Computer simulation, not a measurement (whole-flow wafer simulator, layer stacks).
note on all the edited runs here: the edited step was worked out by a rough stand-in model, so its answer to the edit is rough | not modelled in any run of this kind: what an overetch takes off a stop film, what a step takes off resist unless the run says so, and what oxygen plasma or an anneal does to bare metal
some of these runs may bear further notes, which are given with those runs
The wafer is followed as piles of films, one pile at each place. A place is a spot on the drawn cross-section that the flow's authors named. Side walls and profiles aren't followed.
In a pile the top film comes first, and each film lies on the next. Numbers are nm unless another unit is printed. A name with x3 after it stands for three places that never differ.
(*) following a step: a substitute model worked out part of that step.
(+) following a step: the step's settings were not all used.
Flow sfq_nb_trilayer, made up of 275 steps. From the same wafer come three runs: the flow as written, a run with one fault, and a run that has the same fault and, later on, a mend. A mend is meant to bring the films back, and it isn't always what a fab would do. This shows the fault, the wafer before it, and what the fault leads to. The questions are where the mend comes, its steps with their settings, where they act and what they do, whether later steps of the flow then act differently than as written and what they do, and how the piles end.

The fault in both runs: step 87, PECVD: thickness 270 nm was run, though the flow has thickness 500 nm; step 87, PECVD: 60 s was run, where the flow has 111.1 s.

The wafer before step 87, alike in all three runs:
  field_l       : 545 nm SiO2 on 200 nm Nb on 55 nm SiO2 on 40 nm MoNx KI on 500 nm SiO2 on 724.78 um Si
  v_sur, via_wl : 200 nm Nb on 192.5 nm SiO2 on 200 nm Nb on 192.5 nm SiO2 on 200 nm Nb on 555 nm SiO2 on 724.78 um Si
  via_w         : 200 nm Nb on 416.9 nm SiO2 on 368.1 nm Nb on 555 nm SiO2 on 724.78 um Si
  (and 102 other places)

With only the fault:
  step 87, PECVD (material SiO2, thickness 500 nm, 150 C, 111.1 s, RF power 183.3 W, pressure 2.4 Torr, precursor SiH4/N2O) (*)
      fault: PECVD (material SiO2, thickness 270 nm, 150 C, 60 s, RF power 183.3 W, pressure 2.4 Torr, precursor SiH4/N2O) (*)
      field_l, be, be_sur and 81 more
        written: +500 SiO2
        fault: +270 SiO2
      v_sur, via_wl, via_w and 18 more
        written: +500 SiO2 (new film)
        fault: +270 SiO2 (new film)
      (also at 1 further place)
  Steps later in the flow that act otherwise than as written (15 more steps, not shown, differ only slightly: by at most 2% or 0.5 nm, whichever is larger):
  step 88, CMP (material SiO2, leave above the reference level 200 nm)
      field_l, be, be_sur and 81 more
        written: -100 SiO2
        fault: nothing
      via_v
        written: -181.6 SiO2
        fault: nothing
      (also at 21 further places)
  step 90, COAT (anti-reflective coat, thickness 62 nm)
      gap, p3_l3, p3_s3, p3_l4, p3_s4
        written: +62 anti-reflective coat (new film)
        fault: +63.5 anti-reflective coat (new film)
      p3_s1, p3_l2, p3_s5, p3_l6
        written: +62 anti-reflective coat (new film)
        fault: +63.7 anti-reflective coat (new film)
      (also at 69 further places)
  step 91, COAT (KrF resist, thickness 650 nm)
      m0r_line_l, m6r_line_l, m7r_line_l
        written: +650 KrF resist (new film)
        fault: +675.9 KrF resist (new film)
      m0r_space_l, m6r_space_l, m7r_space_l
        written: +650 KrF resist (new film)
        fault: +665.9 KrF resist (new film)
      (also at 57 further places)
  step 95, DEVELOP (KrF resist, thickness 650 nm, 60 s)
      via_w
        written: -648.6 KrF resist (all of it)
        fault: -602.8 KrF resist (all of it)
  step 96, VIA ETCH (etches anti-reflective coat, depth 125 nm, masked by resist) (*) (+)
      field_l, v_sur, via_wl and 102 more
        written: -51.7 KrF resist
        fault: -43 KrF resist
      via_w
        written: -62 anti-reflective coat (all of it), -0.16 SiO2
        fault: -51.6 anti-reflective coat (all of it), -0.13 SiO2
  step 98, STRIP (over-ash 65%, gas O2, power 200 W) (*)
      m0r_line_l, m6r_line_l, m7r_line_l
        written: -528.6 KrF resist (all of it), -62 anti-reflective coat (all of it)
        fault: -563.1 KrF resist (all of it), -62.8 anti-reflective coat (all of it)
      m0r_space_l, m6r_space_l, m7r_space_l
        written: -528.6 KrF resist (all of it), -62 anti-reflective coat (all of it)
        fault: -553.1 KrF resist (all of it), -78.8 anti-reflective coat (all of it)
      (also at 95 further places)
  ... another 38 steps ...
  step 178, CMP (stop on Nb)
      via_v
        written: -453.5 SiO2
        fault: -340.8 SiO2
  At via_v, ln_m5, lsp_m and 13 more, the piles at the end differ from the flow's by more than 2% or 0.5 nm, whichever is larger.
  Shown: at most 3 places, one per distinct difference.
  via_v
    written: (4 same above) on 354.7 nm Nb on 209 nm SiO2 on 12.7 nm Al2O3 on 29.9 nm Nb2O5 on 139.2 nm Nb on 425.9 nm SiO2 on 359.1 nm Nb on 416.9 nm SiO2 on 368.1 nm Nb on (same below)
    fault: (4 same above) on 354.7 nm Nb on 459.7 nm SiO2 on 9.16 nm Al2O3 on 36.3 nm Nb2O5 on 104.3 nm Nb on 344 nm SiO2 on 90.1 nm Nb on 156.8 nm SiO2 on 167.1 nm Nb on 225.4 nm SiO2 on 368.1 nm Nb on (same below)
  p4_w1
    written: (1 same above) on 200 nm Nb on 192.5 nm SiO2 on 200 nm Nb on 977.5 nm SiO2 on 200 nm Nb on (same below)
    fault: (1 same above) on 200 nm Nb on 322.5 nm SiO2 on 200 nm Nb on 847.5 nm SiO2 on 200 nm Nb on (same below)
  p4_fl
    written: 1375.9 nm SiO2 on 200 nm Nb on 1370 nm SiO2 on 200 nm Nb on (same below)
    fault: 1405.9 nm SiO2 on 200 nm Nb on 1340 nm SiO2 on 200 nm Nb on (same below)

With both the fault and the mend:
  The mend stands after step 87.
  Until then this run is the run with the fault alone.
  step 87a, PECVD (material SiO2, thickness 230 nm, 150 C, 51.11 s, RF power 183.3 W, pressure 2.4 Torr, precursor SiH4/N2O) (*) (the flow's step 87 again, with other settings)
      field_l, v_sur, via_wl and 102 more
        +230 SiO2
      via_v
        +204.9 SiO2
  Steps later in the flow that act otherwise than as written:
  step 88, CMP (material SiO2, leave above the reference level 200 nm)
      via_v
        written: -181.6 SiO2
        mend: -13.3 SiO2
  By the end, the piles equal the flow's at every place that both follow.
